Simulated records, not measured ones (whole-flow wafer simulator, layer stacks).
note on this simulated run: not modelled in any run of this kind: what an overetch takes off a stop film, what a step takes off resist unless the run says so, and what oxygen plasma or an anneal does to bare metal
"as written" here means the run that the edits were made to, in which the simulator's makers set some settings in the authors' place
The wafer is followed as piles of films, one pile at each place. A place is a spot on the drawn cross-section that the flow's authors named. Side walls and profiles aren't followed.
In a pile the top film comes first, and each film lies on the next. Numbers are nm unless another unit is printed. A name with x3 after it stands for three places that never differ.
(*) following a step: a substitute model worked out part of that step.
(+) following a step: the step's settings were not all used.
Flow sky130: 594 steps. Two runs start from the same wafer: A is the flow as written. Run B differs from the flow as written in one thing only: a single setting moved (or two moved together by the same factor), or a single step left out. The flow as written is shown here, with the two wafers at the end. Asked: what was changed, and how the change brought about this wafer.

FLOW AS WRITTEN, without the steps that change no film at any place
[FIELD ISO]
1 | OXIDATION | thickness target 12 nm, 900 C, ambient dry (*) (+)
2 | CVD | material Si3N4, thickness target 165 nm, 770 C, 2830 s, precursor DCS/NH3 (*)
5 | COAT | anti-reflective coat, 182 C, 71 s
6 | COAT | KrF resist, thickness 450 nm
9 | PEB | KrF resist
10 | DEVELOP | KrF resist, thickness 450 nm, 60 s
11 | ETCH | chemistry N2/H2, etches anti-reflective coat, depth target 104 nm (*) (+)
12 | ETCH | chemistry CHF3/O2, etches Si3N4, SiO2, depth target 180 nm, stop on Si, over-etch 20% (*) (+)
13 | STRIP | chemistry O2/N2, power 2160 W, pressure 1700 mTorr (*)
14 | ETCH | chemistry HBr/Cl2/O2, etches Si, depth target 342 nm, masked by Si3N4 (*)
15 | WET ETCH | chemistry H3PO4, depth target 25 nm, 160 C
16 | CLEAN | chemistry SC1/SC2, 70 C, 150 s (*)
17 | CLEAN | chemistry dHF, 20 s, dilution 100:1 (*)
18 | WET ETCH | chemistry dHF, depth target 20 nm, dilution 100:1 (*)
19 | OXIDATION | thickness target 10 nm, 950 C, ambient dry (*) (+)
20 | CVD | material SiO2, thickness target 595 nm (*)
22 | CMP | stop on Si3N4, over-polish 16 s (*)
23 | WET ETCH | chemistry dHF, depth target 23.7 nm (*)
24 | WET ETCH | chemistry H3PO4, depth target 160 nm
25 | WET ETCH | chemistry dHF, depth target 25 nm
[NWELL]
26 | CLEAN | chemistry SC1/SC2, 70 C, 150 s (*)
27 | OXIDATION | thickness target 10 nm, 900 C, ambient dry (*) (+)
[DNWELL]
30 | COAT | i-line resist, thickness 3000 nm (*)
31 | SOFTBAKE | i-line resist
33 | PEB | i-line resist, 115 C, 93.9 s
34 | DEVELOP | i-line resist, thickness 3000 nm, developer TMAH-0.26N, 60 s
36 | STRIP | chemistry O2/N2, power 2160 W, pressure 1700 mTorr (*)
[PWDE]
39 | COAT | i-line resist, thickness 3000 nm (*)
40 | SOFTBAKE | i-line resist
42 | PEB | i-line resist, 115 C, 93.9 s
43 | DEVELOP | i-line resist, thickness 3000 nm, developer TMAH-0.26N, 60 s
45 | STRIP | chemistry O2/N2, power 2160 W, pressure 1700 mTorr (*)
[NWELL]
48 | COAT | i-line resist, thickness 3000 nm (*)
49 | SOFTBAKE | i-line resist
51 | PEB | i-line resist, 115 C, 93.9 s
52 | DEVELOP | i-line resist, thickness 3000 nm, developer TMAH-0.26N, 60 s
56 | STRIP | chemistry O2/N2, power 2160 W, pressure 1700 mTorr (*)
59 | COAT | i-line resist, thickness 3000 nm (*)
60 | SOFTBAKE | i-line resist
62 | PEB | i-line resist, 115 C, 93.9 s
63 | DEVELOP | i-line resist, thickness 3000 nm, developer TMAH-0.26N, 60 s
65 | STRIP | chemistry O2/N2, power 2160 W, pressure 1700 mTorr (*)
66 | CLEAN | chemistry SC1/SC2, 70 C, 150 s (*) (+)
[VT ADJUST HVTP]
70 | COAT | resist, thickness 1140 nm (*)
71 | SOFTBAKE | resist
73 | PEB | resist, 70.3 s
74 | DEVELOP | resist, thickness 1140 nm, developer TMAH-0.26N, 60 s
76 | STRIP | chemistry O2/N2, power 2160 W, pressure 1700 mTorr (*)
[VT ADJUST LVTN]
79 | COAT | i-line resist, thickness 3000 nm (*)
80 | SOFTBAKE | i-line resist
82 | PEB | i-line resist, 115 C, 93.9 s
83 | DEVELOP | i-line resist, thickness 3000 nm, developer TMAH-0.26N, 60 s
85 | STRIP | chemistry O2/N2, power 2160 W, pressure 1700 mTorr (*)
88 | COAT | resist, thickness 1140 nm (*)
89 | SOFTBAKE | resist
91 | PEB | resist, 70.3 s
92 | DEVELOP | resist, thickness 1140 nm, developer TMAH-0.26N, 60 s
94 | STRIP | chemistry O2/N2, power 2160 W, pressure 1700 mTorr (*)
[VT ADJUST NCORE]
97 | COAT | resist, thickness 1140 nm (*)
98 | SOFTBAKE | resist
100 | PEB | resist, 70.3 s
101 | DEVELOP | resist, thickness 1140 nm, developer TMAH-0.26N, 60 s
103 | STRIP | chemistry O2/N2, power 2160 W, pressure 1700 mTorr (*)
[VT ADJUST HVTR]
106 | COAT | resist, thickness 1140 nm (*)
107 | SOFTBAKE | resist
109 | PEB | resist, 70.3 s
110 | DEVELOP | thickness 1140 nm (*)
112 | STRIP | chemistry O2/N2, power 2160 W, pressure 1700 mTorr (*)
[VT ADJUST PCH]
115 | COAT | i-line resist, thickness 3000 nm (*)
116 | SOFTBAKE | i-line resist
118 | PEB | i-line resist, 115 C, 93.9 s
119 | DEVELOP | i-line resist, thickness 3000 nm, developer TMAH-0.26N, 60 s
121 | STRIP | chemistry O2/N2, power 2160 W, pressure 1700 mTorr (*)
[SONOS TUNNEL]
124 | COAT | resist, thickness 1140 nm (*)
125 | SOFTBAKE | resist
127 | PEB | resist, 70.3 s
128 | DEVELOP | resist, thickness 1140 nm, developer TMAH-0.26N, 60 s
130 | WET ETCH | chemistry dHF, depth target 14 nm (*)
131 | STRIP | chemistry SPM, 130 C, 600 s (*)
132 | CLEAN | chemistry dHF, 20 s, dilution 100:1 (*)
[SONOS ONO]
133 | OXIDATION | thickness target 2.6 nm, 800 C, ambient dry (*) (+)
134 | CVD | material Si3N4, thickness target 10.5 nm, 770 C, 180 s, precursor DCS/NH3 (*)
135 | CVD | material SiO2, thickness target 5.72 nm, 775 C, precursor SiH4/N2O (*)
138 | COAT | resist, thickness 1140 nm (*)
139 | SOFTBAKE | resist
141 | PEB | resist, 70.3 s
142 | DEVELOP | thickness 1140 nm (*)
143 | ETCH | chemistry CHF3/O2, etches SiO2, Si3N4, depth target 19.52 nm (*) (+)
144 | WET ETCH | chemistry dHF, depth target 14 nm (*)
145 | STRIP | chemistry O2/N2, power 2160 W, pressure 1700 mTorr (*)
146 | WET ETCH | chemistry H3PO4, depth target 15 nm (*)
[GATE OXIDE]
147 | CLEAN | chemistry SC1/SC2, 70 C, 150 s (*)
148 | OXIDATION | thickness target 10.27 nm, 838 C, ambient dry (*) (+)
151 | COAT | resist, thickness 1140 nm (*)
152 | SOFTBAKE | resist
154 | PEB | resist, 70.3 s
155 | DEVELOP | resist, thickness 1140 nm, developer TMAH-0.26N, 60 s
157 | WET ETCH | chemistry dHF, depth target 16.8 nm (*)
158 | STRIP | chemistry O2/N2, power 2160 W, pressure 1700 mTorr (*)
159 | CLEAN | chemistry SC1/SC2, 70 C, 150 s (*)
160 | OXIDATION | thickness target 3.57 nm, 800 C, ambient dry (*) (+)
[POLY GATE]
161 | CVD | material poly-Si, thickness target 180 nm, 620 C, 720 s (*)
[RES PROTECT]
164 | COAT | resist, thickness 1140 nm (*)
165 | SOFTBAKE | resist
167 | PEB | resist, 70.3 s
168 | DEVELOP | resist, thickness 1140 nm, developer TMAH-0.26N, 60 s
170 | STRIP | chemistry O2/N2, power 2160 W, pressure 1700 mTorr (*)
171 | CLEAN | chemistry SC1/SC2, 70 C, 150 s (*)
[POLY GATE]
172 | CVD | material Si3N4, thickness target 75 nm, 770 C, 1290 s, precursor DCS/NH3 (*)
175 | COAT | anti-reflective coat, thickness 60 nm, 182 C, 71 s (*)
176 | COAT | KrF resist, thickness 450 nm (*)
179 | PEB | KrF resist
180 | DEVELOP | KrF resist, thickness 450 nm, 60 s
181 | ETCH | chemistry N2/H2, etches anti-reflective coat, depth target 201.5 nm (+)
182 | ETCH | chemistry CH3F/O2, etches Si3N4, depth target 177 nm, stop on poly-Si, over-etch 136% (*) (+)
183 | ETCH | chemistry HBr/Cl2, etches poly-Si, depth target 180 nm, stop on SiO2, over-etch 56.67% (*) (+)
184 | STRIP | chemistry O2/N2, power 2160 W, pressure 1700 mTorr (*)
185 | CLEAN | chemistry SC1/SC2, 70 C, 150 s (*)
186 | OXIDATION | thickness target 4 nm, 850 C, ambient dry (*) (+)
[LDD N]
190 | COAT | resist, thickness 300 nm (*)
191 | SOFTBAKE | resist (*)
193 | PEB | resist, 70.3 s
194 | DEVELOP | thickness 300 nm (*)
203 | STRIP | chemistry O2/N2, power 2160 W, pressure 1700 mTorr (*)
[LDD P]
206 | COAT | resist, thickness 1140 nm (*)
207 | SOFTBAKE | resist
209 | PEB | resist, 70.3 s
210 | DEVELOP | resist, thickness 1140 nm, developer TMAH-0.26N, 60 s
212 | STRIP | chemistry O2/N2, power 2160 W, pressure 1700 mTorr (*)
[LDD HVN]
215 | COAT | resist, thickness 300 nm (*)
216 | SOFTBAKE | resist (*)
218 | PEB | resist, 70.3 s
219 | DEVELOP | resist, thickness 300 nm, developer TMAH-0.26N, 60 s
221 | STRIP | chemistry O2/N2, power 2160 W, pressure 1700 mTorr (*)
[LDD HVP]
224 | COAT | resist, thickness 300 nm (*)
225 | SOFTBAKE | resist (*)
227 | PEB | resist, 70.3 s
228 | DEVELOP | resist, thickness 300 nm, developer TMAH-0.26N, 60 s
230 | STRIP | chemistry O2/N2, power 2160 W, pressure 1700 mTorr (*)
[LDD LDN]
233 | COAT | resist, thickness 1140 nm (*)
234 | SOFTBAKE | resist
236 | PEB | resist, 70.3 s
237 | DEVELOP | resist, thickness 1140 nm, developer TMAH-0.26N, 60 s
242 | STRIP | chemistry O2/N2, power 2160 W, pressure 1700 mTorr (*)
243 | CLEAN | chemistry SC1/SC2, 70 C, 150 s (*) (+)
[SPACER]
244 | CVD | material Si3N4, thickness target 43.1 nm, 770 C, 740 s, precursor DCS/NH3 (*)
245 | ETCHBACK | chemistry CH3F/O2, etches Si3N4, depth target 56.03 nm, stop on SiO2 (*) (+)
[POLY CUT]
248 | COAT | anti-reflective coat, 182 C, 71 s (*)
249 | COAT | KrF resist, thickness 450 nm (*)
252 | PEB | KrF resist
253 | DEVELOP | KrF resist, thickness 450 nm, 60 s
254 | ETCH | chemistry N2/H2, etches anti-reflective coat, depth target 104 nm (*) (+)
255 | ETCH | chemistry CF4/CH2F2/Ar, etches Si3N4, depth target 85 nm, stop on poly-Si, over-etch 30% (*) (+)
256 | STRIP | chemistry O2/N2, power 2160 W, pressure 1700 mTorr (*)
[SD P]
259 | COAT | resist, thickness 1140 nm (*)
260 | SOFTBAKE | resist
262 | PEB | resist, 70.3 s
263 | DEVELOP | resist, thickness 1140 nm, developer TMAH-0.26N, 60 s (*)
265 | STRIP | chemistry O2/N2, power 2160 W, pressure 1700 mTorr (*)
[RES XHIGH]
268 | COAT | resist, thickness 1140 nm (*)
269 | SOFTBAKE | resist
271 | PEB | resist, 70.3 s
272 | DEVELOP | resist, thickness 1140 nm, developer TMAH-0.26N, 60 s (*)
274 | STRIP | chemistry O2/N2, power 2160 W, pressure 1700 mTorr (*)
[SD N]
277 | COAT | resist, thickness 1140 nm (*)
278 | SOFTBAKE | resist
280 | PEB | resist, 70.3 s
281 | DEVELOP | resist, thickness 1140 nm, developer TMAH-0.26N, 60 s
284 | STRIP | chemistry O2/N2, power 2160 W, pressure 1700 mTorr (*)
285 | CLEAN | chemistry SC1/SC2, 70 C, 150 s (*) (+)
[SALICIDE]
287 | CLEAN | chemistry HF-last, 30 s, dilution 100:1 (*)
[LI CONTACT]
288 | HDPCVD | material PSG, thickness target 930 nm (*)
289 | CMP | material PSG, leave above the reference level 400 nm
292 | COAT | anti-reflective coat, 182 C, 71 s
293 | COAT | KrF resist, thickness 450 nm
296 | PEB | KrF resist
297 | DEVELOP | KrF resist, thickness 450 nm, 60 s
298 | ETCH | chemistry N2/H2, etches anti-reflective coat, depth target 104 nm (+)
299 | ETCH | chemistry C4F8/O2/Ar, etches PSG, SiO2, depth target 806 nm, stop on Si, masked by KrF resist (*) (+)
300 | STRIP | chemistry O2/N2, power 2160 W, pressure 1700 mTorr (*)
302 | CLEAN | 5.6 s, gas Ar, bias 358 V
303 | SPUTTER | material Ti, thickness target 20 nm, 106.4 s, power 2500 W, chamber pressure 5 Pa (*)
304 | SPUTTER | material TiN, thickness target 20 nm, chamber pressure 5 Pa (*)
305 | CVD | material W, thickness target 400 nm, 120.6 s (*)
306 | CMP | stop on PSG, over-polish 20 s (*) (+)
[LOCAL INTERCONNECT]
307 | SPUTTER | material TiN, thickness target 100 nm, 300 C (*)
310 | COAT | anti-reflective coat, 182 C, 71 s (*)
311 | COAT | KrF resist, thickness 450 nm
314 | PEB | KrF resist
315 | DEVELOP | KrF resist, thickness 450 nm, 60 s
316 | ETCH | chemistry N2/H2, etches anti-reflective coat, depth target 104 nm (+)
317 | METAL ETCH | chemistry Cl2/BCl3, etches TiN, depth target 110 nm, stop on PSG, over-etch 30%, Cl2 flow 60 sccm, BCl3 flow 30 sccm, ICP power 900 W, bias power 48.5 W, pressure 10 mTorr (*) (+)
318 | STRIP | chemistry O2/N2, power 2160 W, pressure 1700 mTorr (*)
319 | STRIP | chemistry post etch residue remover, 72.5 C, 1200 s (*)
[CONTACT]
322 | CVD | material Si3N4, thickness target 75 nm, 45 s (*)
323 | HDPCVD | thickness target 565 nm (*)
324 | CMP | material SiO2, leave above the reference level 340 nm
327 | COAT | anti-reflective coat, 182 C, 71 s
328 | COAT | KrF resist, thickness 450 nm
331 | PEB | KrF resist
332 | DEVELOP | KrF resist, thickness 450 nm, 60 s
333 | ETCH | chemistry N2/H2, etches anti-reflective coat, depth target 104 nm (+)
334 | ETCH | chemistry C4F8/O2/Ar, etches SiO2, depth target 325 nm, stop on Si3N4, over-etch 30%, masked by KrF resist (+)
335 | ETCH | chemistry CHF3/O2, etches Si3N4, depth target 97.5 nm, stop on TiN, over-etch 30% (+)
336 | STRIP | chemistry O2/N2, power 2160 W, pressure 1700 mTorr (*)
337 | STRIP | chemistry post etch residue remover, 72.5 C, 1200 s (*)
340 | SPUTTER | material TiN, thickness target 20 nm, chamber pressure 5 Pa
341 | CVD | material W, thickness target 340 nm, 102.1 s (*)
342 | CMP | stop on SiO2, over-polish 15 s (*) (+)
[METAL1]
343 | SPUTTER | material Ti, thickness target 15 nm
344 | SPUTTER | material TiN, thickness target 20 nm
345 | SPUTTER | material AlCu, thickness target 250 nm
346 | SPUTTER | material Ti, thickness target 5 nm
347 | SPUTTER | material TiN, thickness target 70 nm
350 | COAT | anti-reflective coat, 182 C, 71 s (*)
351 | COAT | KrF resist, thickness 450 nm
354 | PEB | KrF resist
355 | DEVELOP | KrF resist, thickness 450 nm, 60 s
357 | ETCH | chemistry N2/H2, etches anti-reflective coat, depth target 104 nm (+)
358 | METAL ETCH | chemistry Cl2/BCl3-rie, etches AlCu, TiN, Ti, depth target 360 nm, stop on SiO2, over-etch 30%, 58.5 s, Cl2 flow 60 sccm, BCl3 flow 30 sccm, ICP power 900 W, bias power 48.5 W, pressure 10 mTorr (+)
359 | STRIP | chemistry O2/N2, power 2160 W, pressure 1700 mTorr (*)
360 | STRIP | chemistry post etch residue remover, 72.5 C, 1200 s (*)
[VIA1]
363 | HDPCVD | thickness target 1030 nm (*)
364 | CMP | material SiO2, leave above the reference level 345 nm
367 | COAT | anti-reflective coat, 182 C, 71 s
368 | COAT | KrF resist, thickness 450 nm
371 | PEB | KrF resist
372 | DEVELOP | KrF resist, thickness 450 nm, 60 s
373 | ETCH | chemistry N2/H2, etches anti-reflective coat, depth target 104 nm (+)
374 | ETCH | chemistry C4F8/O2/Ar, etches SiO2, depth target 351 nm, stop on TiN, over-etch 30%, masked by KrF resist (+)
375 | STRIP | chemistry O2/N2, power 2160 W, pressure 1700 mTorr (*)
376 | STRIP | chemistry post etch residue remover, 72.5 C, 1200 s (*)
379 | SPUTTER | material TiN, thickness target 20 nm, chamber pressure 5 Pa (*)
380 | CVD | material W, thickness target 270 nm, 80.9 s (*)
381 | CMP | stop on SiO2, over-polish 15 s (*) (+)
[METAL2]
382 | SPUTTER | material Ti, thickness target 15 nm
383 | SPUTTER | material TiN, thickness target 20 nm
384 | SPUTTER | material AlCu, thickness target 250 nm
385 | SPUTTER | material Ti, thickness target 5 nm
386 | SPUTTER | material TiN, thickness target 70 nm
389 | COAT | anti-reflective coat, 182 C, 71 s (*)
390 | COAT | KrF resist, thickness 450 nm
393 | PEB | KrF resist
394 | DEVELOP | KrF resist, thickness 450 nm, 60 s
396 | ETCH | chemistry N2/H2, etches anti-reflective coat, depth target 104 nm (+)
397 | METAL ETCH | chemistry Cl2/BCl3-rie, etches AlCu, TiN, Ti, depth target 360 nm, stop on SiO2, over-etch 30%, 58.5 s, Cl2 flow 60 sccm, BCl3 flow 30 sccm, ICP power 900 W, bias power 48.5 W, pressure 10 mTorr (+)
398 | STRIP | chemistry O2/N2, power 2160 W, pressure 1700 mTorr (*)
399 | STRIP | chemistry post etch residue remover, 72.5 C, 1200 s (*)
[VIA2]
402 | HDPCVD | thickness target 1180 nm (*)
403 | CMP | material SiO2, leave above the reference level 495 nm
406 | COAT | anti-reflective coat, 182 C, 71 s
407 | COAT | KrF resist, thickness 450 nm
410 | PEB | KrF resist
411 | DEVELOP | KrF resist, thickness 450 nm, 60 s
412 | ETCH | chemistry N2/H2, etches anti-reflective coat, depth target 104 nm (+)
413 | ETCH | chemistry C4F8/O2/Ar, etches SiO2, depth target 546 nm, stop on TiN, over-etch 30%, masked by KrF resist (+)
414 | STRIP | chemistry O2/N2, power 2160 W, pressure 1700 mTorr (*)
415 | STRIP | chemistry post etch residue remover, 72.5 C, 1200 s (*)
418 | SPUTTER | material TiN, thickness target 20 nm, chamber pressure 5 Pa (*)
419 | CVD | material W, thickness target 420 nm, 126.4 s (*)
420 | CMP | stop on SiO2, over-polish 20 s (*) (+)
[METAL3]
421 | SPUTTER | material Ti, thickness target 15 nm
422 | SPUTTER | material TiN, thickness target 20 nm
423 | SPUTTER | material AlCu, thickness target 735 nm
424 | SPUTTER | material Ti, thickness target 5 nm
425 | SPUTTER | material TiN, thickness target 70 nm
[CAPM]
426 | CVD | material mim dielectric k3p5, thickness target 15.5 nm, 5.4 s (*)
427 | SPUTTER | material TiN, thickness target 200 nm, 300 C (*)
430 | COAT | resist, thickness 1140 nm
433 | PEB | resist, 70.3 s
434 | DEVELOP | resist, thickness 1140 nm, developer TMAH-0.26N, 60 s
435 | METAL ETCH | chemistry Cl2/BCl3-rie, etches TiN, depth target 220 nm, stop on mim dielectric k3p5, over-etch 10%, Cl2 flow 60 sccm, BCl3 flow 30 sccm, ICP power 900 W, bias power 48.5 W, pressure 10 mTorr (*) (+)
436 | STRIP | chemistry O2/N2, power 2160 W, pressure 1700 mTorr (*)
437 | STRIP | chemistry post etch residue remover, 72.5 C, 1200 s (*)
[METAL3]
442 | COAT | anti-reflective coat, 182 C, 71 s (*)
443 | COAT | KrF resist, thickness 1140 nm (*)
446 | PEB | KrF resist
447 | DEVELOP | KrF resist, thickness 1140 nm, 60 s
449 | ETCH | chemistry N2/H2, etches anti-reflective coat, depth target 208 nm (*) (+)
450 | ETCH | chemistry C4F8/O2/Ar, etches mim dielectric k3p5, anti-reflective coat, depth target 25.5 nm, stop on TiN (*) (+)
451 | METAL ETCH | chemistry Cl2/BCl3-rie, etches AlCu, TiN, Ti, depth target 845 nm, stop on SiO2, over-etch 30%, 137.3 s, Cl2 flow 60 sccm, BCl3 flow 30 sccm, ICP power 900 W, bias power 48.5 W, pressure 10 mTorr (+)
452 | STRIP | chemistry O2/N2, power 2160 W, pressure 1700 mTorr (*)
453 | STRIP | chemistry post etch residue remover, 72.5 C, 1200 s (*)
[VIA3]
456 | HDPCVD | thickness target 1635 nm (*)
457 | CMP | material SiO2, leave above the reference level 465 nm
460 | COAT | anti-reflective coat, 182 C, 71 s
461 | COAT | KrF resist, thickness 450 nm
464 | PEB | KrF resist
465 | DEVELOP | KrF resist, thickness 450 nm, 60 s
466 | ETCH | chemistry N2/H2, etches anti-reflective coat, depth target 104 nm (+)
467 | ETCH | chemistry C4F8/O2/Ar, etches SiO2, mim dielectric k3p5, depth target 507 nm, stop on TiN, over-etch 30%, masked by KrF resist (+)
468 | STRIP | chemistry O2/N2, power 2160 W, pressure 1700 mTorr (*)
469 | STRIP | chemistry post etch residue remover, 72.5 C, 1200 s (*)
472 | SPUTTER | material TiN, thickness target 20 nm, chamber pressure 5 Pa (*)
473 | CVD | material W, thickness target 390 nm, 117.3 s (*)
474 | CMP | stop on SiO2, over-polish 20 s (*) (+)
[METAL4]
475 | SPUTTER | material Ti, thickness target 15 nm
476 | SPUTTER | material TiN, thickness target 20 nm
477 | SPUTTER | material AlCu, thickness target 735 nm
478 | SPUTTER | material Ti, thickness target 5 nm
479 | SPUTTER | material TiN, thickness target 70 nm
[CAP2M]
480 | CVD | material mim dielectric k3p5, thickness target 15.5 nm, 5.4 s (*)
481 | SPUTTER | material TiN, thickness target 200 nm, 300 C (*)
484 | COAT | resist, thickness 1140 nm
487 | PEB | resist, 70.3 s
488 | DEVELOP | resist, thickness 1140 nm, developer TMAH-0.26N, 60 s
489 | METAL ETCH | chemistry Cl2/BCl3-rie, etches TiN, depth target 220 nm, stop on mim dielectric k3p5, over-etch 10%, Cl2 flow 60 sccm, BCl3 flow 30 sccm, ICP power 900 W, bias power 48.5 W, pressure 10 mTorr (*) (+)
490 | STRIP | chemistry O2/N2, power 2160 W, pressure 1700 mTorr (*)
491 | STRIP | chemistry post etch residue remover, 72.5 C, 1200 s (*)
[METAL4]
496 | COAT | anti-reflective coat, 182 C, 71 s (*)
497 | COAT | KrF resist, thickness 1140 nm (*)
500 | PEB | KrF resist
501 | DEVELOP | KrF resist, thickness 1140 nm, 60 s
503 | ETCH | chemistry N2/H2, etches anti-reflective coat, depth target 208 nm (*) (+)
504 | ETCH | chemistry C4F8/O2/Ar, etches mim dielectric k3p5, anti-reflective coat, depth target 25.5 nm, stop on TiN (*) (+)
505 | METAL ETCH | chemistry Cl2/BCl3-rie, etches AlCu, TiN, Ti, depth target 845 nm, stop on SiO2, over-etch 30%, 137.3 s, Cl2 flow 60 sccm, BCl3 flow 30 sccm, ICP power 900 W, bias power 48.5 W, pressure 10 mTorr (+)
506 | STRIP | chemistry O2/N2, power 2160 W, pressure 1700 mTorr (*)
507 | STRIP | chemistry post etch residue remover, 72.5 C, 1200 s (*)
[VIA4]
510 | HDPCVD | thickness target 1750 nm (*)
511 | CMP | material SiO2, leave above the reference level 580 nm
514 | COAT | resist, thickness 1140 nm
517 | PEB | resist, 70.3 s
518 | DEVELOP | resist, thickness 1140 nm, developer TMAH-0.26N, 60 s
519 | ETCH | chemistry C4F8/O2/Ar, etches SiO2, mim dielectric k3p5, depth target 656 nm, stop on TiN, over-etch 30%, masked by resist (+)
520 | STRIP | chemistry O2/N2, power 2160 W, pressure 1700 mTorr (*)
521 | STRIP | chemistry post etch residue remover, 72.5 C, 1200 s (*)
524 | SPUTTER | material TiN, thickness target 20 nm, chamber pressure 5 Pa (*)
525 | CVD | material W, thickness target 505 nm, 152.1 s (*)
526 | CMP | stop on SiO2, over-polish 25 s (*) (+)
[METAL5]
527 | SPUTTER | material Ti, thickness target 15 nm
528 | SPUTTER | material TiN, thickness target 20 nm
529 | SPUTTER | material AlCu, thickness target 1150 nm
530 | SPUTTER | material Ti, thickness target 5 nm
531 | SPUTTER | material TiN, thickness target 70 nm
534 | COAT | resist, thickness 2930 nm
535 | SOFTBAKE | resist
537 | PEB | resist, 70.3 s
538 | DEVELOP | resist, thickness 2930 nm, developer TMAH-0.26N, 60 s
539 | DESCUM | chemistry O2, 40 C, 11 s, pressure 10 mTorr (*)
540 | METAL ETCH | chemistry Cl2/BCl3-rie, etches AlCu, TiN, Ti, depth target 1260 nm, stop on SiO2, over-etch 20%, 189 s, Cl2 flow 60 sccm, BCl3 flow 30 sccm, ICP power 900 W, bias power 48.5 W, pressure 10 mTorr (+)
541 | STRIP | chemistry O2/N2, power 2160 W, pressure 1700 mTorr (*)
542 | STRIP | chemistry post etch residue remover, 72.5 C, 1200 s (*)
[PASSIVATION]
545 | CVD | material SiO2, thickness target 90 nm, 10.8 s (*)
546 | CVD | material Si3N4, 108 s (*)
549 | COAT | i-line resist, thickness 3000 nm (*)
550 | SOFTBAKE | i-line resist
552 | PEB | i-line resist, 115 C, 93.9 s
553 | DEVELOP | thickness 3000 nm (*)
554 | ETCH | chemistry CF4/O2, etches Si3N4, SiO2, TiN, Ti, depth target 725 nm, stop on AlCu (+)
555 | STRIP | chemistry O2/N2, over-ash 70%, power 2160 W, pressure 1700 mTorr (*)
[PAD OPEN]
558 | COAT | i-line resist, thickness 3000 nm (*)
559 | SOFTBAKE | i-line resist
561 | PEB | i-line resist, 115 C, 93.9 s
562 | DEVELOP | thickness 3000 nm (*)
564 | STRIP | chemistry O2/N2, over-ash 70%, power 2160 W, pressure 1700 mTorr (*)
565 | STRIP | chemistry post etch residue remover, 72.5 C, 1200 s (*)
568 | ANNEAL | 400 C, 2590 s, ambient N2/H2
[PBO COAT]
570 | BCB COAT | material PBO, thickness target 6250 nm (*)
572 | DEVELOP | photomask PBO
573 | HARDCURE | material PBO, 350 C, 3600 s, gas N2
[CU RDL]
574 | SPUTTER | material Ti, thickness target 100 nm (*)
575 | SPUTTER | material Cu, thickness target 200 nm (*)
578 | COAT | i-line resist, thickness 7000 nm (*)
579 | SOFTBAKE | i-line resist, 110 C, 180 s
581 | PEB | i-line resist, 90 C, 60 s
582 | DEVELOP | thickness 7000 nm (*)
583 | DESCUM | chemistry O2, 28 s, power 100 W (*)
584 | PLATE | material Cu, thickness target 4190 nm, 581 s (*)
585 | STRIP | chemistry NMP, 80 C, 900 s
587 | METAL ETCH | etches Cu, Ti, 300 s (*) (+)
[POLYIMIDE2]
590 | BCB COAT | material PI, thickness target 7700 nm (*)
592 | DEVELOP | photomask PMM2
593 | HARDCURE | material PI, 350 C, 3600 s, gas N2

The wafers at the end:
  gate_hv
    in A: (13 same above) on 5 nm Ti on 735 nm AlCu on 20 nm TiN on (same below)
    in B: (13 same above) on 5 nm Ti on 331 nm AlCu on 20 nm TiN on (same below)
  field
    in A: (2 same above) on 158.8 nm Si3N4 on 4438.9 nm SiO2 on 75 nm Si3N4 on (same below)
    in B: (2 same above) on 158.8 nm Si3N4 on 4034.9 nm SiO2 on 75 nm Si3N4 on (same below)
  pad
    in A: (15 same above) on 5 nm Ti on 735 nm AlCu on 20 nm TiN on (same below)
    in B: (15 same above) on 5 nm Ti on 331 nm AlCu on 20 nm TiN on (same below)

What caused this: step 423, SPUTTER: thickness target 331 nm was run, though the flow has thickness target 735 nm.
The wafer lets one read it off: gate_hv has AlCu 331, and step 423 as written asks for 735 nm.

The path from the change to this, step by step:
  423 | SPUTTER | material AlCu, thickness target 735 nm
      field, active, n_well and 188 more: A +735 AlCu (new film) | B +331 AlCu (new film)
  451 | METAL ETCH | chemistry Cl2/BCl3-rie, etches AlCu, TiN, Ti, depth target 845 nm, stop on SiO2, over-etch 30%, 137.3 s, Cl2 flow 60 sccm, BCl3 flow 30 sccm, ICP power 900 W, bias power 48.5 W, pressure 10 mTorr (+)
      field, gate, spacer and 68 more: A -70 TiN (all of it), -5 Ti (all of it), -735 AlCu (all of it), -20 TiN (all of it), -15 Ti (all of it), -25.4 SiO2 | B -70 TiN (all of it), -5 Ti (all of it), -331 AlCu (all of it), -20 TiN (all of it), -15 Ti (all of it), -65.8 SiO2
      active, vpp_ln, vpp_iso2 and 11 more: A -70 TiN (all of it), -5 Ti (all of it), -735 AlCu (all of it), -20 TiN (all of it), -15 Ti (all of it), -25.3 SiO2 | B -70 TiN (all of it), -5 Ti (all of it), -331 AlCu (all of it), -20 TiN (all of it), -15 Ti (all of it), -65.8 SiO2
  457 | CMP | material SiO2, leave above the reference level 465 nm
      field, active, gate and 80 more: A -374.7 SiO2 | B -738.2 SiO2
      poly_licon, rpo_hd_licon: A -374.7 SiO2 | B -738.3 SiO2
